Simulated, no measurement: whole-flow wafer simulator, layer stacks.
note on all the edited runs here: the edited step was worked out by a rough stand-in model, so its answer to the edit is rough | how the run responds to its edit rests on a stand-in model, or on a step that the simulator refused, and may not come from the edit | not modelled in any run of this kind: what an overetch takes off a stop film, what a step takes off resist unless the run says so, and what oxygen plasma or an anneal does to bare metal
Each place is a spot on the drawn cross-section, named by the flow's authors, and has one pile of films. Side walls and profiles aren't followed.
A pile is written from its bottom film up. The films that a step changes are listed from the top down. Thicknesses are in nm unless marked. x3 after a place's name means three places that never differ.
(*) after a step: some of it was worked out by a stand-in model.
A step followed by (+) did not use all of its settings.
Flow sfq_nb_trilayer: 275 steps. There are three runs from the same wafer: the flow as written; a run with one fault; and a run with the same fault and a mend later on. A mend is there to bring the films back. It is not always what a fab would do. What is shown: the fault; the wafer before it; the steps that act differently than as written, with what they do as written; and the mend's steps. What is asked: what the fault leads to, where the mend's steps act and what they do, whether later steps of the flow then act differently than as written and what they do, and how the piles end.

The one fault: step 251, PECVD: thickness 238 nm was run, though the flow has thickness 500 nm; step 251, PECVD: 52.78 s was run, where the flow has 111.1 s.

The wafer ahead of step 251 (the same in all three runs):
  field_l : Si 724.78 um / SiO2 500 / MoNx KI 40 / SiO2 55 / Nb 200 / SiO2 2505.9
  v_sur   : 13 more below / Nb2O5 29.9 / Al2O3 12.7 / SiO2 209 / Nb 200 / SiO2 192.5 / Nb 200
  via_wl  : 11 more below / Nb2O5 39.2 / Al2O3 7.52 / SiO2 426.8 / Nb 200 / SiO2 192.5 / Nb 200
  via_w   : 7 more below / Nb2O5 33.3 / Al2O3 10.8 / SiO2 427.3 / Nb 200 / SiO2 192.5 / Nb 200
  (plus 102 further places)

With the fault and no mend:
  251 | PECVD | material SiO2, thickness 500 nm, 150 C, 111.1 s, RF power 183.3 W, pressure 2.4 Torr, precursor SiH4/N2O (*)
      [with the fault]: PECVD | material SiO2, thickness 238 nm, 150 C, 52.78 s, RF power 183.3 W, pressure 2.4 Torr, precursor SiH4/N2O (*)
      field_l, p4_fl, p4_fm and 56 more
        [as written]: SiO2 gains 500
        [with the fault]: SiO2 gains 238
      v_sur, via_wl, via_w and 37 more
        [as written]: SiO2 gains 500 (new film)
        [with the fault]: SiO2 gains 238 (new film)
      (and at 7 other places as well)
  Later steps of the flow acting differently than as written (3 more steps, not shown, differ only slightly: by at most 2% or 0.5 nm, whichever is larger):
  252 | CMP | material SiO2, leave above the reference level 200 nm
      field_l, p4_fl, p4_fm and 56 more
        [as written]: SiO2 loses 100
        [with the fault]: nothing
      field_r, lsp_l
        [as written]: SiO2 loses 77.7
        [with the fault]: nothing
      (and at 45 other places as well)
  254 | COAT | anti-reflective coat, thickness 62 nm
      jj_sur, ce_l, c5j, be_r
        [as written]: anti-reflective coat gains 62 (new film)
        [with the fault]: anti-reflective coat gains 54.6 (new film)
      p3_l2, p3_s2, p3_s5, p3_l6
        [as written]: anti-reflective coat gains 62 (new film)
        [with the fault]: anti-reflective coat gains 64 (new film)
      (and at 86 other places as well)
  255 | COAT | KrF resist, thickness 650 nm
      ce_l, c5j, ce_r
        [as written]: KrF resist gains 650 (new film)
        [with the fault]: KrF resist gains 620.1 (new film)
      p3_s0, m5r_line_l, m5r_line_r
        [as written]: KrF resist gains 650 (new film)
        [with the fault]: KrF resist gains 668 (new film)
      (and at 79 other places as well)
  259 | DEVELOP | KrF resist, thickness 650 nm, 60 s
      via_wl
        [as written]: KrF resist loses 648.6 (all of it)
        [with the fault]: KrF resist loses 592.5 (all of it)
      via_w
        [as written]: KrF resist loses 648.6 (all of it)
        [with the fault]: KrF resist loses 601.4 (all of it)
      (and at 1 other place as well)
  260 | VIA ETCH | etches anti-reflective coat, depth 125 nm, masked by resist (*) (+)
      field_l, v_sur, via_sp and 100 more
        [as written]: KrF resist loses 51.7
        [with the fault]: KrF resist loses 43.6
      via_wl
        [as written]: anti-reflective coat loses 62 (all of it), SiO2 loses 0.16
        [with the fault]: anti-reflective coat loses 51.9 (all of it), SiO2 loses 0.13
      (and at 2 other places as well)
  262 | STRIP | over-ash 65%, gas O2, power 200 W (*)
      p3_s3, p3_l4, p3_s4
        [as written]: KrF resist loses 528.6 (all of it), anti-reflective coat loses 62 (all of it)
        [with the fault]: KrF resist loses 541.9 (all of it), anti-reflective coat loses 63.8 (all of it)
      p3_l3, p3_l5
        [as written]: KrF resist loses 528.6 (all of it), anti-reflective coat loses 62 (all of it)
        [with the fault]: KrF resist loses 542.1 (all of it), anti-reflective coat loses 63.9 (all of it)
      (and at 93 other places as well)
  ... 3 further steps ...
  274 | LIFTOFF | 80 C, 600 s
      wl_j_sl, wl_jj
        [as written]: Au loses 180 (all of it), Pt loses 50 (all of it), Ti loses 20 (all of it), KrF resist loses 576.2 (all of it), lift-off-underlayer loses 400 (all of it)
        [with the fault]: Au loses 180 (all of it), Pt loses 50 (all of it), Ti loses 20 (all of it), KrF resist loses 563.3 (all of it), lift-off-underlayer loses 387.8 (all of it)
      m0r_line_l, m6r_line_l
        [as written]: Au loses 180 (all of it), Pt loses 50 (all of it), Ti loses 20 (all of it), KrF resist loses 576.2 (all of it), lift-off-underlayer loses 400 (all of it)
        [with the fault]: Au loses 180 (all of it), Pt loses 50 (all of it), Ti loses 20 (all of it), KrF resist loses 591.9 (all of it), lift-off-underlayer loses 435.8 (all of it)
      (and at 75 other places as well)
  At field_l, via_v, field_r and 63 more, the piles at the end differ from the flow's by more than 2% or 0.5 nm, whichever is larger.
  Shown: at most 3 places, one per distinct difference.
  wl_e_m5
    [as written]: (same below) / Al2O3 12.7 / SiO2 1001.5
    [with the fault]: (same below) / Al2O3 12.7 / SiO2 839.5
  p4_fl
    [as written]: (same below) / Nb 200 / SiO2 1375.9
    [with the fault]: (same below) / Nb 200 / SiO2 1213.9
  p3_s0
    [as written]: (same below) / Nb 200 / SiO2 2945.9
    [with the fault]: (same below) / Nb 200 / SiO2 2783.9

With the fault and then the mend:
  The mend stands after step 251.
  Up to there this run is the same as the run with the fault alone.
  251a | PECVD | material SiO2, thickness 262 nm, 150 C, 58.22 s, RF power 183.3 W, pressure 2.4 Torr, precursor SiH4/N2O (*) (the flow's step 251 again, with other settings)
      field_l, v_sur, via_wl and 98 more
        SiO2 gains 262
      field_r, lsp_l
        SiO2 gains 251.3
      l0_sur, l0v
        SiO2 gains 256
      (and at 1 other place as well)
  Later steps of the flow acting differently than as written:
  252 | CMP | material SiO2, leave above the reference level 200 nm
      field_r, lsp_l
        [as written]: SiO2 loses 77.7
        [with the mend]: SiO2 loses 80.1
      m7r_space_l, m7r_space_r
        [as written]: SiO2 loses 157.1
        [with the mend]: SiO2 loses 100
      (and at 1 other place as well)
  By the end, the piles equal the flow's at every place that both follow.
